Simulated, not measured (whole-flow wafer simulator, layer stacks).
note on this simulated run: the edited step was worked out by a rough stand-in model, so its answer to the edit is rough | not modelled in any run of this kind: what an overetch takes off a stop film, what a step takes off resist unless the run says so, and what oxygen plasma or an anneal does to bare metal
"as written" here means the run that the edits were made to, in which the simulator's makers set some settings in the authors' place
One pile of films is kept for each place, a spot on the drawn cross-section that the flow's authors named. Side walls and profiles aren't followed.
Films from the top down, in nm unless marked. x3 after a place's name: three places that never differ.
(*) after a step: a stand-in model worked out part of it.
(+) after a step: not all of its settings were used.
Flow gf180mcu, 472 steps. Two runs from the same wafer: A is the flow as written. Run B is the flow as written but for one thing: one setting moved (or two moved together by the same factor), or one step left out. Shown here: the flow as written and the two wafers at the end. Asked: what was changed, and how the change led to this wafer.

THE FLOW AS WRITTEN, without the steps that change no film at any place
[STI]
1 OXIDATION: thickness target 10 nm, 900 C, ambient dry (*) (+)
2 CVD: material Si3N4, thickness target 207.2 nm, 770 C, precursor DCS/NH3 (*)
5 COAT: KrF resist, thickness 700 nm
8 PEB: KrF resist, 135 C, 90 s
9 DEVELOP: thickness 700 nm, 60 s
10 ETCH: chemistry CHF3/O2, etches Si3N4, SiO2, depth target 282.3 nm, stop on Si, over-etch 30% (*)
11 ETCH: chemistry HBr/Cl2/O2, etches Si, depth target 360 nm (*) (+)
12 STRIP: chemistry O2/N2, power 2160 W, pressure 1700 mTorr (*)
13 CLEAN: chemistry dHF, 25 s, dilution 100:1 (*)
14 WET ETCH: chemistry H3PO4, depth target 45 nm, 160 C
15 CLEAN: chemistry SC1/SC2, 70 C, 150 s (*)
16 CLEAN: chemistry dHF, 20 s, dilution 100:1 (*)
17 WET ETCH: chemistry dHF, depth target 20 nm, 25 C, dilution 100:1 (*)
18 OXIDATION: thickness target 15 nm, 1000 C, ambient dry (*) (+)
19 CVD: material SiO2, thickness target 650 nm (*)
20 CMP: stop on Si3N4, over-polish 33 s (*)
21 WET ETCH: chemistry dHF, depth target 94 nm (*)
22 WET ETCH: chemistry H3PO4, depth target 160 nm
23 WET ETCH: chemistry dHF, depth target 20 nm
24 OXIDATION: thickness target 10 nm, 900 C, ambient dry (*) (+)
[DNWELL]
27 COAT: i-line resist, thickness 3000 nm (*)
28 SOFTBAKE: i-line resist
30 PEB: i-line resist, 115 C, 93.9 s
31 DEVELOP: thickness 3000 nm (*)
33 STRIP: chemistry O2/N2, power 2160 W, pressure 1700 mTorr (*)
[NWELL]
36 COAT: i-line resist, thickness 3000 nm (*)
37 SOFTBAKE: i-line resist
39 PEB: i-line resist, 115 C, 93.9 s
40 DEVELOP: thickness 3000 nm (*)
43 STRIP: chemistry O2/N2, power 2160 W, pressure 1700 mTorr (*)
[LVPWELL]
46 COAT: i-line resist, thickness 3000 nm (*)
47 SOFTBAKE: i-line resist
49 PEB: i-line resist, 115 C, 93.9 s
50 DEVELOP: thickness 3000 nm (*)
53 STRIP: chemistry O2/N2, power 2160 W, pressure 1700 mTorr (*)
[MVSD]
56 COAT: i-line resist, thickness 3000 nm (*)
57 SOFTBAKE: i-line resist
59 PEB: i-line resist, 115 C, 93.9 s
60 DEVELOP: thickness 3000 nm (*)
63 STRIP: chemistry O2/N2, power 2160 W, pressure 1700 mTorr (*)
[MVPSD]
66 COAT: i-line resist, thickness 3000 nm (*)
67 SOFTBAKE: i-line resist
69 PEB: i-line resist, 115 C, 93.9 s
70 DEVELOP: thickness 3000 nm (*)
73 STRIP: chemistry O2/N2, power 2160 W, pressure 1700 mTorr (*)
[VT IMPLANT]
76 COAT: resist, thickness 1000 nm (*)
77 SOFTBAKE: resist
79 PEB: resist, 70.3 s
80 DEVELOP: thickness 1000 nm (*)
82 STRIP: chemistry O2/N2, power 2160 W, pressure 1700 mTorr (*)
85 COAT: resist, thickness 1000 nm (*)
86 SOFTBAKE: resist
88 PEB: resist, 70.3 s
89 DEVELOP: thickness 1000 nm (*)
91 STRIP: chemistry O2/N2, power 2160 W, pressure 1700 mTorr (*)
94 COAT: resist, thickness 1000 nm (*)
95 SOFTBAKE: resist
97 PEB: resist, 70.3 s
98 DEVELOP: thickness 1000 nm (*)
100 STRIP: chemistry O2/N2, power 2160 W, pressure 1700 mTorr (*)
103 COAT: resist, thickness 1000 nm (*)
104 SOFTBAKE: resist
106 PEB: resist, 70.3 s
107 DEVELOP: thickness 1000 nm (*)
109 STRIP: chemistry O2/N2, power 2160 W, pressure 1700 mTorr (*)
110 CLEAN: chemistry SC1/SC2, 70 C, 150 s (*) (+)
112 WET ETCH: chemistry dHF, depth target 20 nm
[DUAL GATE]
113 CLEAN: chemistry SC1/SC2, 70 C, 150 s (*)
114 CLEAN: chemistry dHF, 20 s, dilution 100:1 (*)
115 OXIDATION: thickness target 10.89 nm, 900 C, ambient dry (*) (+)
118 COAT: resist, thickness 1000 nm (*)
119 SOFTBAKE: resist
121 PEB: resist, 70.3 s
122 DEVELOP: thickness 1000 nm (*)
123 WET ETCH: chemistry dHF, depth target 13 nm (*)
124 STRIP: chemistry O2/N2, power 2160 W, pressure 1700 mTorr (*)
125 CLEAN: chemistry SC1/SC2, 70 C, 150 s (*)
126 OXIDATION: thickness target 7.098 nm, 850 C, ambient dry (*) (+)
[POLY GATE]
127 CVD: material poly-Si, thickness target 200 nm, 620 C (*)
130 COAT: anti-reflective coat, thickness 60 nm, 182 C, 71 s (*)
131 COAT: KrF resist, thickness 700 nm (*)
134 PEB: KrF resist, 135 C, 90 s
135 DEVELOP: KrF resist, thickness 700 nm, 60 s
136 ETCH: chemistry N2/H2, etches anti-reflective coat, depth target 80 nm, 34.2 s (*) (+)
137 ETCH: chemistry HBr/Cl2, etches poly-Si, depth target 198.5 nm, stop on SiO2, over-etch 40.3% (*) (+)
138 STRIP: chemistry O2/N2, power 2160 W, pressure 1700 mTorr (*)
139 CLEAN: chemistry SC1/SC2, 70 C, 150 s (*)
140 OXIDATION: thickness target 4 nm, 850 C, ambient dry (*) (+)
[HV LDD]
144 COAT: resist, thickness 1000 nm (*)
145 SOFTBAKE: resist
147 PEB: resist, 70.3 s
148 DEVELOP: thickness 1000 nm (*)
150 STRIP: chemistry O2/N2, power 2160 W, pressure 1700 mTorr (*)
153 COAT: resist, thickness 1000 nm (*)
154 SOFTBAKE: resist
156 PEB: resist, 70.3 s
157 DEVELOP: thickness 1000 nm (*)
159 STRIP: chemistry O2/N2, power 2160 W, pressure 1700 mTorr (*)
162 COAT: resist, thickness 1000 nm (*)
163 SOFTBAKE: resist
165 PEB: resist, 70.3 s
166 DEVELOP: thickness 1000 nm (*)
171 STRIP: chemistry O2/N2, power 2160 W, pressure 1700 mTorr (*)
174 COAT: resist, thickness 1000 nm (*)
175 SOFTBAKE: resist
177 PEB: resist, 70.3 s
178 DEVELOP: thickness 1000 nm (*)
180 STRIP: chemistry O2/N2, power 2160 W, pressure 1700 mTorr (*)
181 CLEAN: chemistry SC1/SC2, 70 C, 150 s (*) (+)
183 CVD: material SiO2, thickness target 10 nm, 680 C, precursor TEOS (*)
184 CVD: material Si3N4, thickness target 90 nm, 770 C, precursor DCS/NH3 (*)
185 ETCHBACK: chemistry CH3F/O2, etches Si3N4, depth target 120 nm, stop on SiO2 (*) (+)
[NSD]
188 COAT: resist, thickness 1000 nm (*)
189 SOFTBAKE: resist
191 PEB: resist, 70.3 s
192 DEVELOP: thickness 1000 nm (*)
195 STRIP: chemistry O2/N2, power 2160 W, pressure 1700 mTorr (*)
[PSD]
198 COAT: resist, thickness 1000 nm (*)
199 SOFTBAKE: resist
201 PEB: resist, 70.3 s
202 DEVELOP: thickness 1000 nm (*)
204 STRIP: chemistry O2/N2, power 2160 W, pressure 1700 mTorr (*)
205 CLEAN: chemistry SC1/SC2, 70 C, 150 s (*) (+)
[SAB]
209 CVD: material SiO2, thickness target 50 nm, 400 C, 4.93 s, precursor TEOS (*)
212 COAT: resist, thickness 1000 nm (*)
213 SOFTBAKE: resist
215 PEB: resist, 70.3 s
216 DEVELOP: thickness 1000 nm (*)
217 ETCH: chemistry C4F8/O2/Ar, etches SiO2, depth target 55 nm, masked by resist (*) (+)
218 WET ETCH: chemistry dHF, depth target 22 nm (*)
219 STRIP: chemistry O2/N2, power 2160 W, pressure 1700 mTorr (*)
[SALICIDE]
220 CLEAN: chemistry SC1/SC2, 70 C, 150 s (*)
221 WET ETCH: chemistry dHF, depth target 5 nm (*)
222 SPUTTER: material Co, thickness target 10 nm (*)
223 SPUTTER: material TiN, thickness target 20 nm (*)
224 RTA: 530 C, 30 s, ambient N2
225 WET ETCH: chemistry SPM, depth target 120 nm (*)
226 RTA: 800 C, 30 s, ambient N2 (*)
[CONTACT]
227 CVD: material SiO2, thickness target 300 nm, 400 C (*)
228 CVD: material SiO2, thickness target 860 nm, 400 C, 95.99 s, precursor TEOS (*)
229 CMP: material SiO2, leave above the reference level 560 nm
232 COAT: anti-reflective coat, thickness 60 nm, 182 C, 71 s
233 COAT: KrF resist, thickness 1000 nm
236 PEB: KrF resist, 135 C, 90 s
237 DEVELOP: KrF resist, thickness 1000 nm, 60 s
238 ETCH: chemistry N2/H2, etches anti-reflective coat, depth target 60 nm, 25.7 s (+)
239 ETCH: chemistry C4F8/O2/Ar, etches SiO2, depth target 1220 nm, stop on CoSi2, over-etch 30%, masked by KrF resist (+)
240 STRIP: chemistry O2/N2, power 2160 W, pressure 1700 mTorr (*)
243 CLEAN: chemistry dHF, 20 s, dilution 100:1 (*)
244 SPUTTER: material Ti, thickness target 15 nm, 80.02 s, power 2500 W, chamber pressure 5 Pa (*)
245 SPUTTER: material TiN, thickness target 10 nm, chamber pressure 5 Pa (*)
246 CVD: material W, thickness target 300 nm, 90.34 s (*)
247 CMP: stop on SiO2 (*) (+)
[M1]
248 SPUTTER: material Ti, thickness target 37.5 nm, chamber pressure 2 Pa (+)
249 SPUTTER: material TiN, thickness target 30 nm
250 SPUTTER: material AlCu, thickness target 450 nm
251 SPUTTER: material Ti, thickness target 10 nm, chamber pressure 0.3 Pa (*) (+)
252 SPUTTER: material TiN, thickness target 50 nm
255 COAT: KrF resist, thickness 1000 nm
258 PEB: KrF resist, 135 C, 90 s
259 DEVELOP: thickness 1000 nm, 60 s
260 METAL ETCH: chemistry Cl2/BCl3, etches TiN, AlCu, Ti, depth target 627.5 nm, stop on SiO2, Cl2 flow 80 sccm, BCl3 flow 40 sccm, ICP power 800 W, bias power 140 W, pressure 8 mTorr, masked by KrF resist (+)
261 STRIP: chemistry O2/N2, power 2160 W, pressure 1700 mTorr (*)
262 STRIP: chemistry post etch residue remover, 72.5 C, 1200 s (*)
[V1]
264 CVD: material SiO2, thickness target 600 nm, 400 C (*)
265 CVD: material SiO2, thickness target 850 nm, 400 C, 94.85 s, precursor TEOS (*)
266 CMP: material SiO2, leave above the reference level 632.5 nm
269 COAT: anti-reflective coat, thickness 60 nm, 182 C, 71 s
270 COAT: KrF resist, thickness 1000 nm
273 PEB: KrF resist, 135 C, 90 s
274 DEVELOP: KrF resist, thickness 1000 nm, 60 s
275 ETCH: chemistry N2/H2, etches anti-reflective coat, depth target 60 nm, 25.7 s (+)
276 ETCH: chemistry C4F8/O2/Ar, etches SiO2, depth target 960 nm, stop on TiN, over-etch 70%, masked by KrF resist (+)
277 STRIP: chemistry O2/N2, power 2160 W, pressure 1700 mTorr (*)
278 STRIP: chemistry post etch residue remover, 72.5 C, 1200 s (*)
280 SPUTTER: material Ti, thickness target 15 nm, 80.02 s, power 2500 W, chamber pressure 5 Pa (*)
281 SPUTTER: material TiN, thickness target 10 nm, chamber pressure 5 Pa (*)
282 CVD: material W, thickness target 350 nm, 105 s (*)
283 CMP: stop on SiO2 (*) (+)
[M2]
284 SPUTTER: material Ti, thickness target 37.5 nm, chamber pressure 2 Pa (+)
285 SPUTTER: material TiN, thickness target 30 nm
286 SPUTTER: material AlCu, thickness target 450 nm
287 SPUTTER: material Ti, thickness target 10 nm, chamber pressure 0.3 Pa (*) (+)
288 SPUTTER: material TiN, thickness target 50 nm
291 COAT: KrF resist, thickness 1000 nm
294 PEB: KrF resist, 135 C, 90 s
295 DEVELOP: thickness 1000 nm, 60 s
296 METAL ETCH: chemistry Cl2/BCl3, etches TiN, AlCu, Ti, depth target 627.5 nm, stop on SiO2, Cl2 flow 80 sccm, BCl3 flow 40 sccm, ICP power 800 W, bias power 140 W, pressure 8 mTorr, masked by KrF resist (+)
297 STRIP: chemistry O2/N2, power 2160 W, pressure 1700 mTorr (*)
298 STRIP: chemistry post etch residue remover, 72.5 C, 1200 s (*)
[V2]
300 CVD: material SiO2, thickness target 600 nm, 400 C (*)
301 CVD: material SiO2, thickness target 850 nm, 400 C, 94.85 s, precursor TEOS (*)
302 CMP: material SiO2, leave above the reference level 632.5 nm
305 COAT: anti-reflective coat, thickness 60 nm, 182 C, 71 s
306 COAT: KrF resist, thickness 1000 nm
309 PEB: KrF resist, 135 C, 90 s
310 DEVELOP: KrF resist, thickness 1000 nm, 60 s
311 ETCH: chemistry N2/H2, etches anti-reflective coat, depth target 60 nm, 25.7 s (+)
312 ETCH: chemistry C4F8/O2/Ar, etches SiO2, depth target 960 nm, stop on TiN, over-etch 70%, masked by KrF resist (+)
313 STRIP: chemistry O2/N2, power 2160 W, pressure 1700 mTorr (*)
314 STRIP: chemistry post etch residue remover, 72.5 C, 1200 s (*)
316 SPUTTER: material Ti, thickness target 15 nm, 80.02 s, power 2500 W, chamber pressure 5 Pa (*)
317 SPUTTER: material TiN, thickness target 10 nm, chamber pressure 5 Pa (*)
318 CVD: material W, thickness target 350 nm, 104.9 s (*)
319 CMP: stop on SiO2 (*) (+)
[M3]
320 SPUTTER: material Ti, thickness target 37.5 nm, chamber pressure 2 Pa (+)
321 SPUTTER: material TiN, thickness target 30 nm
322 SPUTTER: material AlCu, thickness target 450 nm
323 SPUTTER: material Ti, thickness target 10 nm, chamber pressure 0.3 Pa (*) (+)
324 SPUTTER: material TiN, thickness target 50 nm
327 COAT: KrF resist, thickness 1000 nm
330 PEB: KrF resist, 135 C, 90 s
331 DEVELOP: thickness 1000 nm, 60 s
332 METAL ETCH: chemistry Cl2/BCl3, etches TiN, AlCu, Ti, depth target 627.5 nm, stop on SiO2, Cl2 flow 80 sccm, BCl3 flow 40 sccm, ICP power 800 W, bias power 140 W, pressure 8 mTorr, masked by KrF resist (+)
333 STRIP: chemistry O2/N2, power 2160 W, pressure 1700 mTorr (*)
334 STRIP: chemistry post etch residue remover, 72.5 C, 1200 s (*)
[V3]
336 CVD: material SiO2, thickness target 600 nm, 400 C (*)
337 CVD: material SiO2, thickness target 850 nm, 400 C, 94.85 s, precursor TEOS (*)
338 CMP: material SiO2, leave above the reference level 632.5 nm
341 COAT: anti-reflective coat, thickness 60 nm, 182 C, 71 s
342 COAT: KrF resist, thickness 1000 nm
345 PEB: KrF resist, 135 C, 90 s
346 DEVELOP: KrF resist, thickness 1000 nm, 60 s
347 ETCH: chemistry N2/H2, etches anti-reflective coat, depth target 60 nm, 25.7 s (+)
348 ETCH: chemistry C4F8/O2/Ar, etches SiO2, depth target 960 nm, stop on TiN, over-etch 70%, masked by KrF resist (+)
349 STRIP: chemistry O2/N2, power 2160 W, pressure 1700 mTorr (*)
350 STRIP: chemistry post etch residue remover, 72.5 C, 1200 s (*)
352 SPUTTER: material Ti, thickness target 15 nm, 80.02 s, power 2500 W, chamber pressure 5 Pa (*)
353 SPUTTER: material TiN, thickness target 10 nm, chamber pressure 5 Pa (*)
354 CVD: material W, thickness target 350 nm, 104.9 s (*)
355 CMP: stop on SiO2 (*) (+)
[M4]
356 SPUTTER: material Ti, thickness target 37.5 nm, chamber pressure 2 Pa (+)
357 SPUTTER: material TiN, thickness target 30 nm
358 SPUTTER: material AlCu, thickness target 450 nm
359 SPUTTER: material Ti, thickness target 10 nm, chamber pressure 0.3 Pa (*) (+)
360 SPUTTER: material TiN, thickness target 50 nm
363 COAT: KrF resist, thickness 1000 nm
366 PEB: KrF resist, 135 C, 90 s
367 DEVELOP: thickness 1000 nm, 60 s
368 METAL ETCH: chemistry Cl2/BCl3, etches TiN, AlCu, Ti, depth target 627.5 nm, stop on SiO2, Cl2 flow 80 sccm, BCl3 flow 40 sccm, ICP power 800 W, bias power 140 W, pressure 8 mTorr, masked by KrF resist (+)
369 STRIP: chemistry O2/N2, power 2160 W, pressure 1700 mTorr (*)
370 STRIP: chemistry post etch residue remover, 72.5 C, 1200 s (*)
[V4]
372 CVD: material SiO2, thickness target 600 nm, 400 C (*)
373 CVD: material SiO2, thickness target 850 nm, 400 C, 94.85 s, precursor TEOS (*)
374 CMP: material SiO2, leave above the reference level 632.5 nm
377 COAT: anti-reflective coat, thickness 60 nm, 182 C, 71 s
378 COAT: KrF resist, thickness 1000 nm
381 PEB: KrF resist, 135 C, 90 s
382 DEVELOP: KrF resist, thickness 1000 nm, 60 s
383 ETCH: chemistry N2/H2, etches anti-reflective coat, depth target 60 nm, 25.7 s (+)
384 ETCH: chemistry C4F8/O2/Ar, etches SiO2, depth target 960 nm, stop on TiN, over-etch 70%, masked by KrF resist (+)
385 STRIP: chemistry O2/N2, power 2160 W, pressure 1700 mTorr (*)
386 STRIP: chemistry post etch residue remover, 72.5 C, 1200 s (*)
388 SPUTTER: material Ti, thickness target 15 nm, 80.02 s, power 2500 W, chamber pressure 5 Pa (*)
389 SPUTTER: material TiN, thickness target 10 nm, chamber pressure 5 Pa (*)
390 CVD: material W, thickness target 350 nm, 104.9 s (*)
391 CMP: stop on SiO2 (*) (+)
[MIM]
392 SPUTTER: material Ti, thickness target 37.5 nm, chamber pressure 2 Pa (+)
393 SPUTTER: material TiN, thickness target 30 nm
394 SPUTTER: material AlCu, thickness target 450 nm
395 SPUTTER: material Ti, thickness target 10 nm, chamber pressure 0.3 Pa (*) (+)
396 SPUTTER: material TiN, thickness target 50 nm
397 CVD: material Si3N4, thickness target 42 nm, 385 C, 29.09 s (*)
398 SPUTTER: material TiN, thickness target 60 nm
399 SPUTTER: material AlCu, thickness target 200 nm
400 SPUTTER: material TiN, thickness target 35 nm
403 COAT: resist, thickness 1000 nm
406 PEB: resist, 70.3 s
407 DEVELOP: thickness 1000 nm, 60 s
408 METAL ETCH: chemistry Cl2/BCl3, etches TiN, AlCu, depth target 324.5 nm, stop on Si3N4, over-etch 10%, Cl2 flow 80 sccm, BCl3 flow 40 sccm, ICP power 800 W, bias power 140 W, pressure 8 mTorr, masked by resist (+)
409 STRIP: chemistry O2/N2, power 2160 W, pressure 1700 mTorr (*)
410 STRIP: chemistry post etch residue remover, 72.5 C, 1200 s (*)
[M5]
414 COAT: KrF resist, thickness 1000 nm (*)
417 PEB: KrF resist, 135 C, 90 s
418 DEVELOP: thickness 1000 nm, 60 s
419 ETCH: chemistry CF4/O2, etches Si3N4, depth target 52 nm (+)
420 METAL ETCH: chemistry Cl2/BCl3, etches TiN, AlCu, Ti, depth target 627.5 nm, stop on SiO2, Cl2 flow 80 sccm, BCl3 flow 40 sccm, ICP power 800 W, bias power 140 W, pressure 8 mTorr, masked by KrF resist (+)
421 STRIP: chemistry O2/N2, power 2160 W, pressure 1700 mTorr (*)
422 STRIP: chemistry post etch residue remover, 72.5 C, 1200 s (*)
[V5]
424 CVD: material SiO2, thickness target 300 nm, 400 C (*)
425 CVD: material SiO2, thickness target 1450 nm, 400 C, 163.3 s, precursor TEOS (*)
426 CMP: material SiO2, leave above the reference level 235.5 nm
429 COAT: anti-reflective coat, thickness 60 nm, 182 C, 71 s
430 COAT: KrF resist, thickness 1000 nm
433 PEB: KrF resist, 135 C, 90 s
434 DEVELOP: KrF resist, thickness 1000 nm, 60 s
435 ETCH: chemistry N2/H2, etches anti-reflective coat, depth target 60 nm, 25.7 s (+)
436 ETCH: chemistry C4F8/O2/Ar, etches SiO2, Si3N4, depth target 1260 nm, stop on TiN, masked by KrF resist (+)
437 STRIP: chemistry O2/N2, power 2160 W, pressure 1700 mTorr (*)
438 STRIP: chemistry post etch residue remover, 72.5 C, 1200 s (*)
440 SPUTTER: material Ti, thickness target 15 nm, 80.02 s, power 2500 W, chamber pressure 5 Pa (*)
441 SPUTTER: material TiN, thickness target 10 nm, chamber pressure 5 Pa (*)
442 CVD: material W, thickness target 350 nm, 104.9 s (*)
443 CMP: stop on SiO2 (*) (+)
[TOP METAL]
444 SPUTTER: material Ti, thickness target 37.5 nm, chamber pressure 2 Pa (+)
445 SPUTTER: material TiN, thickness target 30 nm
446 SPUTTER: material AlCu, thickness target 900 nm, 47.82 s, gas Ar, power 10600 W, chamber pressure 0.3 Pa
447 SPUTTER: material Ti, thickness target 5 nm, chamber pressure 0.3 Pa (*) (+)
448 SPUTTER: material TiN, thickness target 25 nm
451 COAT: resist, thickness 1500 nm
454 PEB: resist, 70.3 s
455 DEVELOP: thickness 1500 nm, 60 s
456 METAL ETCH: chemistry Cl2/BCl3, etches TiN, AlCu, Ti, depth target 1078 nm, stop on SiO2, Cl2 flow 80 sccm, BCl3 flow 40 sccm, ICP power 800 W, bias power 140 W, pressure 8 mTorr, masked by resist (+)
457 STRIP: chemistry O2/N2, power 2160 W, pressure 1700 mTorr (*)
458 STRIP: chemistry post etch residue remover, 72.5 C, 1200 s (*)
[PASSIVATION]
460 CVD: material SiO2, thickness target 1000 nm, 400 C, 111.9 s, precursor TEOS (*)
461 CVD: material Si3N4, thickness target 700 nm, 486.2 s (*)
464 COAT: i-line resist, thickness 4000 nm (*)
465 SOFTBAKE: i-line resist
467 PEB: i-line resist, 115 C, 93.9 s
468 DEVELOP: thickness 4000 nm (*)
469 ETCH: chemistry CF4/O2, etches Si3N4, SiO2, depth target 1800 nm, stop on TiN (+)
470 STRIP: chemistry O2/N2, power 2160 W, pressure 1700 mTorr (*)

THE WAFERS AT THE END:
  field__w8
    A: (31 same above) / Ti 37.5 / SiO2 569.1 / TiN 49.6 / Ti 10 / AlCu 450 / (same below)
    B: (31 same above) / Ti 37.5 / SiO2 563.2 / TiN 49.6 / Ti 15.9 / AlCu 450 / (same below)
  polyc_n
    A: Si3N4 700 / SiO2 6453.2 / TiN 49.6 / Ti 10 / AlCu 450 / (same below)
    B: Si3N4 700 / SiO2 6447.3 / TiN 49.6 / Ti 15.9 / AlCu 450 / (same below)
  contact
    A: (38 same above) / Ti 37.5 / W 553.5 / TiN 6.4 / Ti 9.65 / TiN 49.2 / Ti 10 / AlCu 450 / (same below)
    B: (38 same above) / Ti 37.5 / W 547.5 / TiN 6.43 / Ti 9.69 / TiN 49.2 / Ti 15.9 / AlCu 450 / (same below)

The cause: step 251, SPUTTER: thickness target 15.9 nm was run, where the flow has thickness target 10 nm.
It can be read off the wafer: field__w8 has Ti 15.9, and step 251 as written asks for 10 nm.

How the change led to this, step by step:
  251 SPUTTER: material Ti, thickness target 10 nm, chamber pressure 0.3 Pa (*) (+)
      field, field__w1, field__w2 and 108 more: A Ti +10 (new film) | B Ti +15.9 (new film)
  260 METAL ETCH: chemistry Cl2/BCl3, etches TiN, AlCu, Ti, depth target 627.5 nm, stop on SiO2, Cl2 flow 80 sccm, BCl3 flow 40 sccm, ICP power 800 W, bias power 140 W, pressure 8 mTorr, masked by KrF resist (+)
      field, field__w1, field__w2 and 99 more: A TiN -50 (all of it), Ti -10 (all of it), AlCu -450 (all of it), TiN -30 (all of it), Ti -37.5 (all of it) | B TiN -50 (all of it), Ti -15.9 (all of it), AlCu -450 (all of it), TiN -30 (all of it), Ti -37.5 (all of it)
